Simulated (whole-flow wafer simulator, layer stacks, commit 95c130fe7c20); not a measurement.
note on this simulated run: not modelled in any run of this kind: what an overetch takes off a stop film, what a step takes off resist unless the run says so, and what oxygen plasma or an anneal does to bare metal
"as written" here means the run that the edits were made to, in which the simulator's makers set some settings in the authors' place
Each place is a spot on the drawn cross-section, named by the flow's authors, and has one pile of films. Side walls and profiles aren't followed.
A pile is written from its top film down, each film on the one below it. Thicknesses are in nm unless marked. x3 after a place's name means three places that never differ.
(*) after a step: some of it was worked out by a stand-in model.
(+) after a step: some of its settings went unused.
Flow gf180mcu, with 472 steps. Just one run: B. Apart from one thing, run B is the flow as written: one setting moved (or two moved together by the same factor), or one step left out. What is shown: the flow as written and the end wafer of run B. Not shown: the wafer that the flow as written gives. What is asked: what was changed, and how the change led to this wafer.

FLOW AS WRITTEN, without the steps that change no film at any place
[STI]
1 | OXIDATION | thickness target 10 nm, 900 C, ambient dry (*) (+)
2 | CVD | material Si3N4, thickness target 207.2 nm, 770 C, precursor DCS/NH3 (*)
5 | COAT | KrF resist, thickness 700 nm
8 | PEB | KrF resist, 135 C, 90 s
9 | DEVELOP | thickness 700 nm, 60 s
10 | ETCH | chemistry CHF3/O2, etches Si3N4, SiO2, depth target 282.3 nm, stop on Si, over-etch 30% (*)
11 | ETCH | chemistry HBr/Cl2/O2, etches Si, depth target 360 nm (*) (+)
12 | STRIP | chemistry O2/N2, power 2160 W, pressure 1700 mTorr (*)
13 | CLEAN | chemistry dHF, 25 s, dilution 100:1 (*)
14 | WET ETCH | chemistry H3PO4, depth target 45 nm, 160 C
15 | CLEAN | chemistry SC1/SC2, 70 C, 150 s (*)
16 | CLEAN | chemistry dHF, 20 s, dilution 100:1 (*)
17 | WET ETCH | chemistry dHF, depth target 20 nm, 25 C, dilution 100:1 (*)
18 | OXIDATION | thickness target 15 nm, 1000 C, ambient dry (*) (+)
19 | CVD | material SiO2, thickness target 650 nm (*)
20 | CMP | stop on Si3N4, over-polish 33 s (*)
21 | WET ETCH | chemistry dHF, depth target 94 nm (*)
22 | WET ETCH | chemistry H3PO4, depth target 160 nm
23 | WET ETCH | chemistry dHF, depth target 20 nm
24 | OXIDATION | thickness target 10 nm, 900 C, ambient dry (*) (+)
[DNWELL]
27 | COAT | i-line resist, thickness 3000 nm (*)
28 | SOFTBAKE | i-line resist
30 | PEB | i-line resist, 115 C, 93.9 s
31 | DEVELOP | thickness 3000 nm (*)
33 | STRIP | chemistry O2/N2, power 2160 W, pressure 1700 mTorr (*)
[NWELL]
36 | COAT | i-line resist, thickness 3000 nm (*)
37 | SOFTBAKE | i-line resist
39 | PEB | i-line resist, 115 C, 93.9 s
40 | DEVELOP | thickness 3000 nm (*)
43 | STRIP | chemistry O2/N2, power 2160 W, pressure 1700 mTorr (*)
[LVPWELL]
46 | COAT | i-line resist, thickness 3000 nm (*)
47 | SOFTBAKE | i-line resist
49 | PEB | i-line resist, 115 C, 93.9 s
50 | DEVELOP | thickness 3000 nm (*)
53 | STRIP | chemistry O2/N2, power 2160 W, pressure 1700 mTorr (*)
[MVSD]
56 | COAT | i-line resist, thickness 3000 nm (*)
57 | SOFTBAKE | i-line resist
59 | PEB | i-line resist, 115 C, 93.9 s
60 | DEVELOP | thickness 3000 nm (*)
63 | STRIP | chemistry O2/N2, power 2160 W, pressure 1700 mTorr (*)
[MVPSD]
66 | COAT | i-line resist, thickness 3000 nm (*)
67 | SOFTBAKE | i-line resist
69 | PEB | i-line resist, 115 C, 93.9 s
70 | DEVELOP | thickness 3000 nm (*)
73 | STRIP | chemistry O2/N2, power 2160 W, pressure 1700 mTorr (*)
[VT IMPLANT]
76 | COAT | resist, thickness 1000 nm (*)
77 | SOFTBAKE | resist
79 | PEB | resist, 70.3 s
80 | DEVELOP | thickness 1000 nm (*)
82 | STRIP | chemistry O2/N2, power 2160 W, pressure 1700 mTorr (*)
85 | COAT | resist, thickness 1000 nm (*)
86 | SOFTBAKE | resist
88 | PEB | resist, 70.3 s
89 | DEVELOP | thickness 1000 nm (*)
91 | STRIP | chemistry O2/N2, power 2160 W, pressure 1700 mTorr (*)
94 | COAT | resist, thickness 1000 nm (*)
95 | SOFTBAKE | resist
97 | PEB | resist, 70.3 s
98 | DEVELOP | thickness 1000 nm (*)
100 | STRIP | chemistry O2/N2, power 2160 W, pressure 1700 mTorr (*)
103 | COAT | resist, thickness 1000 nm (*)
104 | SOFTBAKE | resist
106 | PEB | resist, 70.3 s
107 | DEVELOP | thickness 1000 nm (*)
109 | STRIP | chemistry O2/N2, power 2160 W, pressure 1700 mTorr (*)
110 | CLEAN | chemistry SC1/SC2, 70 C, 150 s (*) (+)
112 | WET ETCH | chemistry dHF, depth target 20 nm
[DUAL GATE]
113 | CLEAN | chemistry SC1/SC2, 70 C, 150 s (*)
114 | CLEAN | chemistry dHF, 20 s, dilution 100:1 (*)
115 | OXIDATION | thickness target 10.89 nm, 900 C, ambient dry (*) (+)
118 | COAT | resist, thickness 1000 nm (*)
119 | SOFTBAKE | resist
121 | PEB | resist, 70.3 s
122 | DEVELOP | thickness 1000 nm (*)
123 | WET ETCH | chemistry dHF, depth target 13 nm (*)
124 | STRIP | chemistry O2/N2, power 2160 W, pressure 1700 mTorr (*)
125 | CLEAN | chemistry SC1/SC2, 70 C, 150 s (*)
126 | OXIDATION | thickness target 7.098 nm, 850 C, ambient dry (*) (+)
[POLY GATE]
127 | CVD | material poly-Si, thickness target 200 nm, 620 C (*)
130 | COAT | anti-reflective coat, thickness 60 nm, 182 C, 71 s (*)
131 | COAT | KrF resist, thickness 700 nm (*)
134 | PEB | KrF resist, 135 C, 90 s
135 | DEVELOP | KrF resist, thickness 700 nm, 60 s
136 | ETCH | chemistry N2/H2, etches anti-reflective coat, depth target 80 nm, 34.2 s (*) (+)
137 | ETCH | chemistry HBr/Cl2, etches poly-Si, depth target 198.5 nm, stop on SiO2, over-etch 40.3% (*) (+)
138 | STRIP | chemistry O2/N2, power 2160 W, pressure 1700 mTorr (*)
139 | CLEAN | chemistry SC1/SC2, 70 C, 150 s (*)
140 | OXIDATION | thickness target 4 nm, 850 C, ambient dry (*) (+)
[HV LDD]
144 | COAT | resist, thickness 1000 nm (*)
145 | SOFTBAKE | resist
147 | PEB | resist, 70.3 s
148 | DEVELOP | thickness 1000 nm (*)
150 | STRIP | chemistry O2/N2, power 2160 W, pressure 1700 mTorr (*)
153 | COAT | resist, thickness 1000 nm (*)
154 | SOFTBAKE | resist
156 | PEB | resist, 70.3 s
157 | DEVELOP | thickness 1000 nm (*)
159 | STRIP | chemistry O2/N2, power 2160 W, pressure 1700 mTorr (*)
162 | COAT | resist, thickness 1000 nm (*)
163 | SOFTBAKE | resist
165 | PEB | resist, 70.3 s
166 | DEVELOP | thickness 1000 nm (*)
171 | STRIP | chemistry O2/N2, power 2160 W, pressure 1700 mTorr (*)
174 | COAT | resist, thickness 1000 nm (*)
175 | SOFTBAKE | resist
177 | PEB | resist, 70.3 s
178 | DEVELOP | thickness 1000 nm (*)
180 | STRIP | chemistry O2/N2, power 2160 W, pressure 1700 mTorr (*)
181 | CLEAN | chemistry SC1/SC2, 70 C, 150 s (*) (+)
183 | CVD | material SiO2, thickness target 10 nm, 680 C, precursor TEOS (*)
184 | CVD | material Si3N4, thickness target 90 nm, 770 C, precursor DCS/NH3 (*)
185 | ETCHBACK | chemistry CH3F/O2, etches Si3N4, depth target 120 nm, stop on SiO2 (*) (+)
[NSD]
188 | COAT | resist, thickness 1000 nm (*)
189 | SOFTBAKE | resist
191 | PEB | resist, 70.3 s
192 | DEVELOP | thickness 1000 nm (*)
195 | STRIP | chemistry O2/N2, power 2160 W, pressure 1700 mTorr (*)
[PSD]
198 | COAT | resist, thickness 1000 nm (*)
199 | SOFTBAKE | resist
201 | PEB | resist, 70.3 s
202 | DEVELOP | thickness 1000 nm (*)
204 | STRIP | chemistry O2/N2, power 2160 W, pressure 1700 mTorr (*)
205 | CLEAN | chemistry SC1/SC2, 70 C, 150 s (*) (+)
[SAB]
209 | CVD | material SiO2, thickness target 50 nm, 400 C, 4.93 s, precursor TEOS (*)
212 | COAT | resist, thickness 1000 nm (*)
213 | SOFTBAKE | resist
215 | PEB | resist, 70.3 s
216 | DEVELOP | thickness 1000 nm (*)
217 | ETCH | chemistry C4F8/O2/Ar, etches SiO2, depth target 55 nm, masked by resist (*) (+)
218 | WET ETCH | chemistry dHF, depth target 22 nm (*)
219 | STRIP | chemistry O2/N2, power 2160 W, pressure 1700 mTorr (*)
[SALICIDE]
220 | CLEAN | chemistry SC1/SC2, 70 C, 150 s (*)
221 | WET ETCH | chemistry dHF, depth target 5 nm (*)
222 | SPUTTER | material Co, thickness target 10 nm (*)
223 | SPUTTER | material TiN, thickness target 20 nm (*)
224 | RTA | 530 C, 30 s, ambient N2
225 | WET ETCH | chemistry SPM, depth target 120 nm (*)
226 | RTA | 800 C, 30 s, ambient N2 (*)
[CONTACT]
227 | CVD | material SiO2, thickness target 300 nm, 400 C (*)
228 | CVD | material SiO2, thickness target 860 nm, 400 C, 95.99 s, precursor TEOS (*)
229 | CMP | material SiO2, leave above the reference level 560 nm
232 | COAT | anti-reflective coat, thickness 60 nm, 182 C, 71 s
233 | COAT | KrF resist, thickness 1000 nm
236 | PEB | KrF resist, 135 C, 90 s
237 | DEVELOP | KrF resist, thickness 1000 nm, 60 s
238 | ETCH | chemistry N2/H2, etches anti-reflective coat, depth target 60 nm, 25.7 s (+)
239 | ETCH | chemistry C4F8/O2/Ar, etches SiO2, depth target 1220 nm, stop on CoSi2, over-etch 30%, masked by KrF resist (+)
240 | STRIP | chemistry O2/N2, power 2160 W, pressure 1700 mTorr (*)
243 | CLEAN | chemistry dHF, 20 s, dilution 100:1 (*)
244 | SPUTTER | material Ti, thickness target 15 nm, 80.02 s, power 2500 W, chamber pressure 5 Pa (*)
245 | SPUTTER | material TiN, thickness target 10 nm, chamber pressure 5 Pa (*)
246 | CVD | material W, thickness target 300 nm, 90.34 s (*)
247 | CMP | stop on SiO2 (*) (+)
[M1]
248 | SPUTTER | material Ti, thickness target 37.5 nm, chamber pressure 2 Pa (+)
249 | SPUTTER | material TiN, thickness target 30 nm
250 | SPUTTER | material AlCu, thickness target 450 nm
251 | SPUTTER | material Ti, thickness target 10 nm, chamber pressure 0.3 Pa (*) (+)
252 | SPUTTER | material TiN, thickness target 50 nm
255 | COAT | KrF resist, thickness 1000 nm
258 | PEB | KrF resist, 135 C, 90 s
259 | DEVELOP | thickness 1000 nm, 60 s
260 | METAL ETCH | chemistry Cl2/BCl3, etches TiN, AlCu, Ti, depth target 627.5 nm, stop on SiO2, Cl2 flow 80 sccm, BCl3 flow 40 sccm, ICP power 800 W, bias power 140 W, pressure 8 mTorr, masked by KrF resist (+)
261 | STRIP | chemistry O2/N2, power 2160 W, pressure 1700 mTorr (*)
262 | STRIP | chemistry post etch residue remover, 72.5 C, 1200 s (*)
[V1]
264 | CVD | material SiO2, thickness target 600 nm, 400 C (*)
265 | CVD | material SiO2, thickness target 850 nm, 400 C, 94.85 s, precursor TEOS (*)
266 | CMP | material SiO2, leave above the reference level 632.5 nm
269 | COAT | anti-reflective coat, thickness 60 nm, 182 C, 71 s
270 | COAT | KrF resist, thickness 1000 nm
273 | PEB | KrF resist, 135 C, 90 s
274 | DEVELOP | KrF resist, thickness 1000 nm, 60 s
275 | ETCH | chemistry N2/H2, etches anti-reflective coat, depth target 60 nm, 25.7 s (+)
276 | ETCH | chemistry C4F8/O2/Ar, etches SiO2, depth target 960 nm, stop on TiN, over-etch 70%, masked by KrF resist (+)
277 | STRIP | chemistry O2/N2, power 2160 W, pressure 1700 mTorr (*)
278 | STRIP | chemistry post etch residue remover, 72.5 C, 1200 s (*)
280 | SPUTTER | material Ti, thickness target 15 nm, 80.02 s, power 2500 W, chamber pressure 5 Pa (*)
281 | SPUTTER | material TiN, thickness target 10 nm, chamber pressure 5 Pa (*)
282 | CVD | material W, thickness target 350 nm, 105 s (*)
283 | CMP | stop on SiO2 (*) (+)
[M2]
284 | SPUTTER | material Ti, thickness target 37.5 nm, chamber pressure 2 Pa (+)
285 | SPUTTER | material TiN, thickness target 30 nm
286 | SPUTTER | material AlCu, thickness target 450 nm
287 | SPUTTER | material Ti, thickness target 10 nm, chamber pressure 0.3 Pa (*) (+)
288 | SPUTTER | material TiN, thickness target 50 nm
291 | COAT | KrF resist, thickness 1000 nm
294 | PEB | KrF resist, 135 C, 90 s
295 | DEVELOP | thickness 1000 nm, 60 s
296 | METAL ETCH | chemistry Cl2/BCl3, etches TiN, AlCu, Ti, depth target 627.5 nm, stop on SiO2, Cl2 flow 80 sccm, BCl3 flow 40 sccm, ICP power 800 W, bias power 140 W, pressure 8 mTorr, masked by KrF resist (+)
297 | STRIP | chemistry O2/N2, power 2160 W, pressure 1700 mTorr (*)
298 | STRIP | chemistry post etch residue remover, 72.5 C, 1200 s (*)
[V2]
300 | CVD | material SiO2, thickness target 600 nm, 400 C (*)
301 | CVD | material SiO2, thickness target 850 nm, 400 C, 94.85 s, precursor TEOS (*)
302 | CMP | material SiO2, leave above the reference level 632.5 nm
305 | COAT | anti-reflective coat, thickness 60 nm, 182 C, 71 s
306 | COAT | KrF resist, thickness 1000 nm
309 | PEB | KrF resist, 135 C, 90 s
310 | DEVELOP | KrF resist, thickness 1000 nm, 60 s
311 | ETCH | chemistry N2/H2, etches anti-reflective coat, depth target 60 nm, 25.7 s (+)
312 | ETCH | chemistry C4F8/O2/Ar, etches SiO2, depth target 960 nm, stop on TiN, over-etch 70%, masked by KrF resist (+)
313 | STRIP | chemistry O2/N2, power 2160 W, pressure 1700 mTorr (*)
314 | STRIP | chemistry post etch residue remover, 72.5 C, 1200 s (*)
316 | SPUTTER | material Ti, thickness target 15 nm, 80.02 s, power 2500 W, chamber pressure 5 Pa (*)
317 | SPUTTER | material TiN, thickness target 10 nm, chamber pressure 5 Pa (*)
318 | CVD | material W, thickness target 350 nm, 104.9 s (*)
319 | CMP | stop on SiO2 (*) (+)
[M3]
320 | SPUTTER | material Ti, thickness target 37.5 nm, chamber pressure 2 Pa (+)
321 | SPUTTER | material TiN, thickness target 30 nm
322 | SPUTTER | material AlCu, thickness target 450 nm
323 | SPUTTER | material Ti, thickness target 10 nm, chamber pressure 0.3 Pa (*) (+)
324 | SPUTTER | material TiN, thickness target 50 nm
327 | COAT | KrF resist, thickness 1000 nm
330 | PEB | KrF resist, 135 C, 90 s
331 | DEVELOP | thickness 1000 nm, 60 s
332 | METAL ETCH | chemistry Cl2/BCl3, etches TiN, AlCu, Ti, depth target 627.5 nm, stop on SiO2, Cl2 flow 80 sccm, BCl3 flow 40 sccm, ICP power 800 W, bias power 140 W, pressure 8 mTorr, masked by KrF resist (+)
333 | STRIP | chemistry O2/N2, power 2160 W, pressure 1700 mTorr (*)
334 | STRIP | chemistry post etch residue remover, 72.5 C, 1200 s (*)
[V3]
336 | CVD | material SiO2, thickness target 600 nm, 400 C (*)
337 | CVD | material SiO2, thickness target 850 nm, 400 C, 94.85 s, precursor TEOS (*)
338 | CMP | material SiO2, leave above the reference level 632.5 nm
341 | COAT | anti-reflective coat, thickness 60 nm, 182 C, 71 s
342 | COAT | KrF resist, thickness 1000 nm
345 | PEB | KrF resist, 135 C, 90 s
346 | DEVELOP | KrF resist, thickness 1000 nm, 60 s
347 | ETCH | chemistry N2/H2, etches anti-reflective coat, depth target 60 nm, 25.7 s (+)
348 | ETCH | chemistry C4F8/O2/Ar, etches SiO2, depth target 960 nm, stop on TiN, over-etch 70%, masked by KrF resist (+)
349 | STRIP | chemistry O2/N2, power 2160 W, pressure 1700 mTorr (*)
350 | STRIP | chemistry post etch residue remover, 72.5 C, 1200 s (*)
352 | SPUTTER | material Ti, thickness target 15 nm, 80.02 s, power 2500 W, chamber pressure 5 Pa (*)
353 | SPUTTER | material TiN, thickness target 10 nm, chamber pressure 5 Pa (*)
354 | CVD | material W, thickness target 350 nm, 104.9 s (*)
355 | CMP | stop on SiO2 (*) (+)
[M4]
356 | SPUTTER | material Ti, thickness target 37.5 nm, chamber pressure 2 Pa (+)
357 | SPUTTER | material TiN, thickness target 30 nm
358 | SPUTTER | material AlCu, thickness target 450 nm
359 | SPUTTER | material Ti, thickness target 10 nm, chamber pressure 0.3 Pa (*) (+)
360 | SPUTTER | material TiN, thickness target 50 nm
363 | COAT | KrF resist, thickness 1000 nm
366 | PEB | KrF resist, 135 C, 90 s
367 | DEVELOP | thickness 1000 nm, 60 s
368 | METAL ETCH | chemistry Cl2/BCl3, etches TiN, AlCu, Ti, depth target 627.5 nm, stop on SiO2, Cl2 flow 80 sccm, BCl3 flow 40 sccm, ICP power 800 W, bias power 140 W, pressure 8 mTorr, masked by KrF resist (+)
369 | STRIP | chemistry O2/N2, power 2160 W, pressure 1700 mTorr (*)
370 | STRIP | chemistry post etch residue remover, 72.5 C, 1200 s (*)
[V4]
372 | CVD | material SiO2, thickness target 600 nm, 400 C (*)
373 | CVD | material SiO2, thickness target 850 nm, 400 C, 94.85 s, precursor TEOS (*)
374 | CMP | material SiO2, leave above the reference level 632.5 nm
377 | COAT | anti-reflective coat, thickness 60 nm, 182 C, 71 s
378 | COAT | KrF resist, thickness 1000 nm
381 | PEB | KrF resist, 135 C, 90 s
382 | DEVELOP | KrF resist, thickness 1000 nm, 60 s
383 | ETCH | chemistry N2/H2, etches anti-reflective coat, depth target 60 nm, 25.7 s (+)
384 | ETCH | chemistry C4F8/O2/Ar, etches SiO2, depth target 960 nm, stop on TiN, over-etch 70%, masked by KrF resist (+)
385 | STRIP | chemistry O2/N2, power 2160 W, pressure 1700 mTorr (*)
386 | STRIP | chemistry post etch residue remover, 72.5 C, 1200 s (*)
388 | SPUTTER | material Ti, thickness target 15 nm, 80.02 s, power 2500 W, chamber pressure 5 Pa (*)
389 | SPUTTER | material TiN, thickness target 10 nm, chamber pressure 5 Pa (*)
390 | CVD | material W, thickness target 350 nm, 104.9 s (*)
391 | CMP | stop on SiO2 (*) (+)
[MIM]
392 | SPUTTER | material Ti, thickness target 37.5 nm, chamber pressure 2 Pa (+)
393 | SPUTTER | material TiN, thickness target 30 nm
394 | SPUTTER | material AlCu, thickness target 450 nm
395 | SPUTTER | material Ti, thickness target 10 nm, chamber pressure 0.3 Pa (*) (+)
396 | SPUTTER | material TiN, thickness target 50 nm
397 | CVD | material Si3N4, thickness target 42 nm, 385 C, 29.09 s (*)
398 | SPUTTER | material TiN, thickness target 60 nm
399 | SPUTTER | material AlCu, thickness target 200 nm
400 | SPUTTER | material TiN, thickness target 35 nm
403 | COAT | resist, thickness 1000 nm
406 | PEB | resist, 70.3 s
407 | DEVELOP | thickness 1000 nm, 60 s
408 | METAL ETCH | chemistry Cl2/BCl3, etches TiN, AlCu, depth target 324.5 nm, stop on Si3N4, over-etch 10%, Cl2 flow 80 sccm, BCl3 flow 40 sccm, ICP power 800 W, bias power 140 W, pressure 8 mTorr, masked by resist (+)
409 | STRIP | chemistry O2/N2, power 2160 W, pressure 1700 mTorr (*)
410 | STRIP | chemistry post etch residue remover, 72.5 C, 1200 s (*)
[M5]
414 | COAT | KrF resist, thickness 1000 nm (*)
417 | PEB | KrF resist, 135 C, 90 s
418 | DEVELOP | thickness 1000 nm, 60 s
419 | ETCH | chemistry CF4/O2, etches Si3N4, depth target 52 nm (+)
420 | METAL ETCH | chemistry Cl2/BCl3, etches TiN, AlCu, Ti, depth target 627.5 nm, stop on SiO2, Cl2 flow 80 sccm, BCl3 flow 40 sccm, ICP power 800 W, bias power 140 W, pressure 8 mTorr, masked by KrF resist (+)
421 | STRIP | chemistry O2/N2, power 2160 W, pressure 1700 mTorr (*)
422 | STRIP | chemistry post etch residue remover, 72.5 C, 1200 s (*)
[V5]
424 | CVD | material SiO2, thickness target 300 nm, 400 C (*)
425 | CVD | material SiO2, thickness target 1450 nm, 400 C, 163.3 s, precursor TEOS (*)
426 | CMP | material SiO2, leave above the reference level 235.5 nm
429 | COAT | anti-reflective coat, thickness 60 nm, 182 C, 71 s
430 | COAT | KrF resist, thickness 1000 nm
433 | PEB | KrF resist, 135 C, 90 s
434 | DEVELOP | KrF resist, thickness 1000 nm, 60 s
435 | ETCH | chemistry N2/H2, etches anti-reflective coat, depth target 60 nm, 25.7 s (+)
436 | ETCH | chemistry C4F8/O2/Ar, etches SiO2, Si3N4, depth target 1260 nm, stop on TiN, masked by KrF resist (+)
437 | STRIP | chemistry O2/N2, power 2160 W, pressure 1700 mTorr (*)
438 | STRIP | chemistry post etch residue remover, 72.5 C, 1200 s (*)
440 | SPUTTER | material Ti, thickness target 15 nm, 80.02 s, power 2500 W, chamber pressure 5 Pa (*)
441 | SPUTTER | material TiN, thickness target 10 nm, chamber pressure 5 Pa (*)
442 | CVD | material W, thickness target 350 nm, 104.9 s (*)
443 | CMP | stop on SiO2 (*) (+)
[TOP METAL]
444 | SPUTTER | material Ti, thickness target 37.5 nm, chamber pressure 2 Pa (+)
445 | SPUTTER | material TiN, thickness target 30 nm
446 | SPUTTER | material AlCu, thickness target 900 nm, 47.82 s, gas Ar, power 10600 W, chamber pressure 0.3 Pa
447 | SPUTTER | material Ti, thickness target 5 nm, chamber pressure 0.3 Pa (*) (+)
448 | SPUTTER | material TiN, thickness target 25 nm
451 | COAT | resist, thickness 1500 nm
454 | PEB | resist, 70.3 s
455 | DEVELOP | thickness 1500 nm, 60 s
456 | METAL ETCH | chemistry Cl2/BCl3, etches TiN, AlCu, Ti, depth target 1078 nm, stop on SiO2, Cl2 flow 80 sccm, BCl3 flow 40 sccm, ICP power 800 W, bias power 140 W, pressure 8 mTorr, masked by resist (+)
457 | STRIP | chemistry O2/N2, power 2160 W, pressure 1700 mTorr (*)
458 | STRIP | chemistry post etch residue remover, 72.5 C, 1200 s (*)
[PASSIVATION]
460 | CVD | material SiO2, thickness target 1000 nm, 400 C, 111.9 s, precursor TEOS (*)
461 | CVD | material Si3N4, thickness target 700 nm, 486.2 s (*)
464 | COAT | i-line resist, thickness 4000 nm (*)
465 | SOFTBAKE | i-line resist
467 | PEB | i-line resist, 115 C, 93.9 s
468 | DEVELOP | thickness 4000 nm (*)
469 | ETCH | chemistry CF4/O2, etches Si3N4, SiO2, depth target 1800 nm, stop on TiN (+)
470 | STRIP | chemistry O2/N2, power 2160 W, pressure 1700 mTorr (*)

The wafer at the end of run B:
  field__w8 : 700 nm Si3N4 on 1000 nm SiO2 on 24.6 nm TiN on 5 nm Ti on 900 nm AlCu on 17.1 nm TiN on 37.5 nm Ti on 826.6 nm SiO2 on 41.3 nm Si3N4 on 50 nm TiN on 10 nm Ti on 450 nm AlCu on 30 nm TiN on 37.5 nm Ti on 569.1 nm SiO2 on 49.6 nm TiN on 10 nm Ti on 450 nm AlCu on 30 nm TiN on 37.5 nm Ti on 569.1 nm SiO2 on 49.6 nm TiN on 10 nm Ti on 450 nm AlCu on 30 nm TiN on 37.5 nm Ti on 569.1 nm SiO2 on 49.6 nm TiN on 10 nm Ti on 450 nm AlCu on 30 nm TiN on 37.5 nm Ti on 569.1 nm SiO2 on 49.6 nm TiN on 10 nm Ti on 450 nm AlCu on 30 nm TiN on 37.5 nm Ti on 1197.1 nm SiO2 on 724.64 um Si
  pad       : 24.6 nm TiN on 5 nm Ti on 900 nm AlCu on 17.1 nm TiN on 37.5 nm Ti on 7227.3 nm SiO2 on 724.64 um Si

What caused this: step 445, SPUTTER: thickness target 17.1 nm was run, while the flow as written has thickness target 30 nm.
The wafer lets one read it off: field__w8 has TiN 17.1, and step 445 as written asks for 30 nm.

The path from the change to this, step by step:
  445 | SPUTTER | material TiN, thickness target 30 nm
      field, field__w1, field__w2 and 109 more: TiN gains 17.1 (new film) (it would be, as written: TiN gains 30 (new film))
  456 | METAL ETCH | chemistry Cl2/BCl3, etches TiN, AlCu, Ti, depth target 1078 nm, stop on SiO2, Cl2 flow 80 sccm, BCl3 flow 40 sccm, ICP power 800 W, bias power 140 W, pressure 8 mTorr, masked by resist (+)
      field, field__w1, field__w2 and 103 more: TiN loses 25 (all of it), Ti loses 5 (all of it), AlCu loses 900 (all of it), TiN loses 17.1 (all of it), Ti loses 37.5 (all of it) (it would be, as written: TiN loses 25 (all of it), Ti loses 5 (all of it), AlCu loses 900 (all of it), TiN loses 30 (all of it), Ti loses 37.5 (all of it))
  465 | SOFTBAKE | i-line resist
      field__w2: i-line resist gains 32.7 (it would be, as written: i-line resist gains 33.4)
      field__w3: i-line resist gains 32.9 (it would be, as written: i-line resist gains 33.6)
      (as well as at 4 more places)
